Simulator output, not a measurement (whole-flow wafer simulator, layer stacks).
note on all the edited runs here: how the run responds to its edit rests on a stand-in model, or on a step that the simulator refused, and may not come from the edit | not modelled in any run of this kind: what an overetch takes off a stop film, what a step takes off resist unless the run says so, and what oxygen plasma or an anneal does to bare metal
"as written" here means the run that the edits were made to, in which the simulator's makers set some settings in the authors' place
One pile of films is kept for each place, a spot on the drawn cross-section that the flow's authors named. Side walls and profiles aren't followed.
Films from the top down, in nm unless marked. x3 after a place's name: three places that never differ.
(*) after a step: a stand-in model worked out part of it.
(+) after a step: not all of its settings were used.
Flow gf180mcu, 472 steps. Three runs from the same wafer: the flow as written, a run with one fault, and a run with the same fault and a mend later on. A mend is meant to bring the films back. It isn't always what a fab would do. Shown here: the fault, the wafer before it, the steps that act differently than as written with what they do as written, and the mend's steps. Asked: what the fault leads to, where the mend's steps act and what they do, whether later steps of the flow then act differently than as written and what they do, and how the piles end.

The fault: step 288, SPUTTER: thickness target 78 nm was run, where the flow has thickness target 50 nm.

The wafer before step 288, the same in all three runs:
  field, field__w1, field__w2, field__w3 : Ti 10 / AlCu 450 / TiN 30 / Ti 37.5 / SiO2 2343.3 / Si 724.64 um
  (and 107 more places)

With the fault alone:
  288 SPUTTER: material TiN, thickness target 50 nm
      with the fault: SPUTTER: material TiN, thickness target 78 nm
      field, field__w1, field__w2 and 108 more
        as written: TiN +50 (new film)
        with the fault: TiN +78 (new film)
  Later steps of the flow that act differently than as written (3 more steps differ only slightly, by at most 2% or 0.5 nm, whichever is larger, and aren't shown):
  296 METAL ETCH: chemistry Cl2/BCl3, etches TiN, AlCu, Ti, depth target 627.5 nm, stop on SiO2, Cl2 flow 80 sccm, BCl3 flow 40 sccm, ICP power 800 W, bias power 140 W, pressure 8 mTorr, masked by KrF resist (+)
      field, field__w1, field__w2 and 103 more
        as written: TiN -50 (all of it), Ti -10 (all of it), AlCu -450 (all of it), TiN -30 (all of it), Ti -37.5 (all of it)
        with the fault: TiN -78 (all of it), Ti -10 (all of it), AlCu -450 (all of it), TiN -30 (all of it), Ti -37.5 (all of it)
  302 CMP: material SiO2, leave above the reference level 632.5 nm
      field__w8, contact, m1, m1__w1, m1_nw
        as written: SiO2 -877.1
        with the fault: SiO2 -905.1
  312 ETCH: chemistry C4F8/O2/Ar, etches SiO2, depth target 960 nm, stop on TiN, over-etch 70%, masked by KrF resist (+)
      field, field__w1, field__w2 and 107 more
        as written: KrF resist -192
        with the fault: KrF resist -185.1
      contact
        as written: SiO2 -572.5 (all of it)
        with the fault: SiO2 -544.5 (all of it)
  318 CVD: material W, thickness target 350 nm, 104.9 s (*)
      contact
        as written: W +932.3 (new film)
        with the fault: W +904 (new film)
  At the end the piles differ from the flow's by more than 2% or 0.5 nm, whichever is larger, at field__w8, contact, m1, m1__w1, m1_nw.
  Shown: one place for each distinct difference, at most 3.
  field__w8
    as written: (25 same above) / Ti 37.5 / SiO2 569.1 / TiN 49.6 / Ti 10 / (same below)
    with the fault: (25 same above) / Ti 37.5 / SiO2 541.1 / TiN 77.6 / Ti 10 / (same below)
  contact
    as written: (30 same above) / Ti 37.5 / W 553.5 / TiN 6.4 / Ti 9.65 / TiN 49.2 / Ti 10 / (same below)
    with the fault: (30 same above) / Ti 37.5 / W 525.2 / TiN 6.51 / Ti 9.81 / TiN 77.2 / Ti 10 / (same below)

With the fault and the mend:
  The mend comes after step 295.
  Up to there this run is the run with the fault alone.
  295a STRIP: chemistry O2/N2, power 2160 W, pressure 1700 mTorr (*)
      field__w8, contact, m1, m1__w1, m1_nw
        KrF resist -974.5 (all of it)
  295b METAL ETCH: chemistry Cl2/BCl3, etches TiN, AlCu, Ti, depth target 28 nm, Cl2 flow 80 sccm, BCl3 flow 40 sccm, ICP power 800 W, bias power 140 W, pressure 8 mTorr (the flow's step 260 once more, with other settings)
      field, field__w1, field__w2 and 108 more
        TiN -28
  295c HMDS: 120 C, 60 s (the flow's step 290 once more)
      changes no film at any place that is followed
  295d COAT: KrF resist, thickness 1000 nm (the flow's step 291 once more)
      field, field__w1, field__w2 and 108 more
        KrF resist +1000 (new film)
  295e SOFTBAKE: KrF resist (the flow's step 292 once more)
      changes no film at any place that is followed
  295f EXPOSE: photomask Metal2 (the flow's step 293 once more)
      changes no film at any place that is followed
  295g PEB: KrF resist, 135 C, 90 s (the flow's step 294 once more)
      field, field__w1, field__w2 and 108 more
        KrF resist -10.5
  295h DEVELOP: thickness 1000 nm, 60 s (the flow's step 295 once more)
      field, field__w1, field__w2 and 103 more
        KrF resist -989.5 (all of it)
      field__w8, contact, m1, m1__w1, m1_nw
        KrF resist -14.9
  No later step of the flow acts differently than as written at any place that is followed.
  At the end the piles are the same as the flow's at every place that both follow.
